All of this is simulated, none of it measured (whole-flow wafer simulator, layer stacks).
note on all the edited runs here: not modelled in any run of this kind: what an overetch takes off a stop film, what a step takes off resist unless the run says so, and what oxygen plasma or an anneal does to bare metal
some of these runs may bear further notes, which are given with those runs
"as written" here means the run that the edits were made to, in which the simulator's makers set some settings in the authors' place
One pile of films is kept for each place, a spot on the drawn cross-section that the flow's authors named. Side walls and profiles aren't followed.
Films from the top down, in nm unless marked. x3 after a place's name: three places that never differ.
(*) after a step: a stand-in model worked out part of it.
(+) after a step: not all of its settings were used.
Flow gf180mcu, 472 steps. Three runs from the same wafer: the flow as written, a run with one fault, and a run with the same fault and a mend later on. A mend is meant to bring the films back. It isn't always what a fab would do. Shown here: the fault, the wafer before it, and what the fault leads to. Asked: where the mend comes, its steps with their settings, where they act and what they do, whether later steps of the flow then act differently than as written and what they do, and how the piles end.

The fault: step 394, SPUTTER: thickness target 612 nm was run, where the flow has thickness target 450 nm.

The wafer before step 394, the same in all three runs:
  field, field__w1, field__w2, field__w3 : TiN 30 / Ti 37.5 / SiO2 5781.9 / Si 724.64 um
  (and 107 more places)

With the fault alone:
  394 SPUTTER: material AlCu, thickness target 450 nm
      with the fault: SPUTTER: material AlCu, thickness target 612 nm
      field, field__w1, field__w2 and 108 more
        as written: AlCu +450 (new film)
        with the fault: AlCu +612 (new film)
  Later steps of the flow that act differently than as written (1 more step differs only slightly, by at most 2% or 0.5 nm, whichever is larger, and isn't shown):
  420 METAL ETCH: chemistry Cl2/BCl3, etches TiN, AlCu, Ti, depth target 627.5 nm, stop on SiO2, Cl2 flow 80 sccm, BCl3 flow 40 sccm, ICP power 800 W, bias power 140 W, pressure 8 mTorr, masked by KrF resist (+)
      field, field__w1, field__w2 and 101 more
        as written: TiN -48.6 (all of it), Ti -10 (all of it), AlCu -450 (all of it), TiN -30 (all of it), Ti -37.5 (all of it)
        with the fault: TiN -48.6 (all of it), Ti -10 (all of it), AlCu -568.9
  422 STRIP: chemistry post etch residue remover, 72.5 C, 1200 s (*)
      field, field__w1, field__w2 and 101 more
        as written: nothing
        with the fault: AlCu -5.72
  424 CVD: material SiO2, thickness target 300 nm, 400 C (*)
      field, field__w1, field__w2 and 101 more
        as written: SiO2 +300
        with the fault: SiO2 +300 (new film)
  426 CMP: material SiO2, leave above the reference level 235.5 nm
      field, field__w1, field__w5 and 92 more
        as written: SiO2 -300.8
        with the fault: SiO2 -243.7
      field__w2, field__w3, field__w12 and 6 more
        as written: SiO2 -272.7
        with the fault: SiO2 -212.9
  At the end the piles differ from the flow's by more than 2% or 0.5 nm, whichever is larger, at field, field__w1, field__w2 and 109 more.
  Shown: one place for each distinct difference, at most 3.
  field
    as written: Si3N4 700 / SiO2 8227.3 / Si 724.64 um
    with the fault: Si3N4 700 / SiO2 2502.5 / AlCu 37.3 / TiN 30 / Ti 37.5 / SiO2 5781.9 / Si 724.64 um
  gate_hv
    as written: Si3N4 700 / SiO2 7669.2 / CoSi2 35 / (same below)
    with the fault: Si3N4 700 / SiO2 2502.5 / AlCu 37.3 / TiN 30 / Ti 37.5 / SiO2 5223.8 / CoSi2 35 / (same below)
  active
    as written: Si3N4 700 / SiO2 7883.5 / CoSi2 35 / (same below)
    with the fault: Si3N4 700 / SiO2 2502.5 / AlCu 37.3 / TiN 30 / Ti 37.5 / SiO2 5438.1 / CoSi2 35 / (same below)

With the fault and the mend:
  The mend comes after step 394.
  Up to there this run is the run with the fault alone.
  394a METAL ETCH: chemistry Cl2/BCl3, etches TiN, AlCu, Ti, depth target 162 nm, Cl2 flow 80 sccm, BCl3 flow 40 sccm, ICP power 800 W, bias power 140 W, pressure 8 mTorr (the flow's step 260 once more, with other settings)
      field, field__w1, field__w2 and 108 more
        AlCu -162
  No later step of the flow acts differently than as written at any place that is followed.
  At the end the piles are the same as the flow's at every place that both follow.
